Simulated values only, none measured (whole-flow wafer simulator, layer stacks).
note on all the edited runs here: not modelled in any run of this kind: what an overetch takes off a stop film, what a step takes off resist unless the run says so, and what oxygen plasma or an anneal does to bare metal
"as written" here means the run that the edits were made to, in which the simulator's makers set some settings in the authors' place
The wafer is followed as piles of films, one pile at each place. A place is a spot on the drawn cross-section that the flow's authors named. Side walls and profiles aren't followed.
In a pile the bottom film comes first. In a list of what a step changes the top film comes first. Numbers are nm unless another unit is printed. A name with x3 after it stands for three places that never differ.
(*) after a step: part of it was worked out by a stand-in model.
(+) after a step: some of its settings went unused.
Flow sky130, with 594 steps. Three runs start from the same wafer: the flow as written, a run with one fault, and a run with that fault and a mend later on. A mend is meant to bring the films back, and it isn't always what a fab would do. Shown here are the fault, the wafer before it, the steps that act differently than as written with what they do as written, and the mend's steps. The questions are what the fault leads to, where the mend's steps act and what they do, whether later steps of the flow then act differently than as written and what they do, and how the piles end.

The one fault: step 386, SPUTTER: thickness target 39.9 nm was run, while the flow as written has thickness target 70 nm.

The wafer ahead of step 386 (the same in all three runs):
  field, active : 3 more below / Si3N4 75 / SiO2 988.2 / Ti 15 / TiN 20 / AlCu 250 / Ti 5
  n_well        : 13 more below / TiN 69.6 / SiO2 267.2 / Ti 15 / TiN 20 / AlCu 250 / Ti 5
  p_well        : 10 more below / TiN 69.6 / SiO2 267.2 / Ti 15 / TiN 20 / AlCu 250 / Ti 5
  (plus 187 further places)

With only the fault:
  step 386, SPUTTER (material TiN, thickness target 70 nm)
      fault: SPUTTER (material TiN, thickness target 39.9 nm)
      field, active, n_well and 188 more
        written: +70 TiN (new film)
        fault: +39.9 TiN (new film)
  Later steps of the flow acting differently than as written (17 more steps, not shown, differ only slightly: by at most 2% or 0.5 nm, whichever is larger):
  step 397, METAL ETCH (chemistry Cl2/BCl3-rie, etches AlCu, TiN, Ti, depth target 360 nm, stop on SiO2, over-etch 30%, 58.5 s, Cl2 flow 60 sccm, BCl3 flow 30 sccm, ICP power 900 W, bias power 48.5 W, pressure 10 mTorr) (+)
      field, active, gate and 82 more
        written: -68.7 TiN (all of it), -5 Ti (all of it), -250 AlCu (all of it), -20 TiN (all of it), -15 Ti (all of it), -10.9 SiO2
        fault: -38.6 TiN (all of it), -5 Ti (all of it), -250 AlCu (all of it), -20 TiN (all of it), -15 Ti (all of it), -13.9 SiO2
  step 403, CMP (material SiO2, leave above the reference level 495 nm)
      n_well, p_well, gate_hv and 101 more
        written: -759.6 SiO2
        fault: -729.5 SiO2
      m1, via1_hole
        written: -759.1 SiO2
        fault: -729 SiO2
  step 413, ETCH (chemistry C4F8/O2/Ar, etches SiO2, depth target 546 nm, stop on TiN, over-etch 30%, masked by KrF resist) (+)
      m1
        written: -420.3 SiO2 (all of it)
        fault: -450.4 SiO2 (all of it)
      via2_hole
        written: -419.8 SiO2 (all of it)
        fault: -449.9 SiO2 (all of it)
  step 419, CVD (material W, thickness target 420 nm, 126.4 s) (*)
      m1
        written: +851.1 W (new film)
        fault: +881.6 W (new film)
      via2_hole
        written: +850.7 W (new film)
        fault: +881.2 W (new film)
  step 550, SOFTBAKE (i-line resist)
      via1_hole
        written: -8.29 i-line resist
        fault: -7.42 i-line resist
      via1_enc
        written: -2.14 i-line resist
        fault: -1.33 i-line resist
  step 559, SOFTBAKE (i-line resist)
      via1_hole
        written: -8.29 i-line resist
        fault: -7.42 i-line resist
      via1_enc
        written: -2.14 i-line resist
        fault: -1.33 i-line resist
  At n_well, p_well, gate_hv and 103 more, the piles at the end differ from the flow's by more than 2% or 0.5 nm, whichever is larger.
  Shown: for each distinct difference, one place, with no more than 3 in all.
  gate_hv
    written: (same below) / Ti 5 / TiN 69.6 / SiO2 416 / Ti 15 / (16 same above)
    fault: (same below) / Ti 5 / TiN 39.5 / SiO2 446.1 / Ti 15 / (16 same above)
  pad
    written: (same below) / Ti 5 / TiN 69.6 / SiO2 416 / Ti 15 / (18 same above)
    fault: (same below) / Ti 5 / TiN 39.5 / SiO2 446.1 / Ti 15 / (18 same above)
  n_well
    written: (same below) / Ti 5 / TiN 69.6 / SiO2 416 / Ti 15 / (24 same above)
    fault: (same below) / Ti 5 / TiN 39.5 / SiO2 446.1 / Ti 15 / (24 same above)

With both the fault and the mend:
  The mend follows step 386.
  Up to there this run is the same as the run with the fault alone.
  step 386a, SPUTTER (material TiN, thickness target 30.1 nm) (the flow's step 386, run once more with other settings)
      field, active, n_well and 188 more
        +30.1 TiN
  Every later step of the flow that is run acts as written at every place that is followed.
  By the end, the piles equal the flow's at every place that both follow.
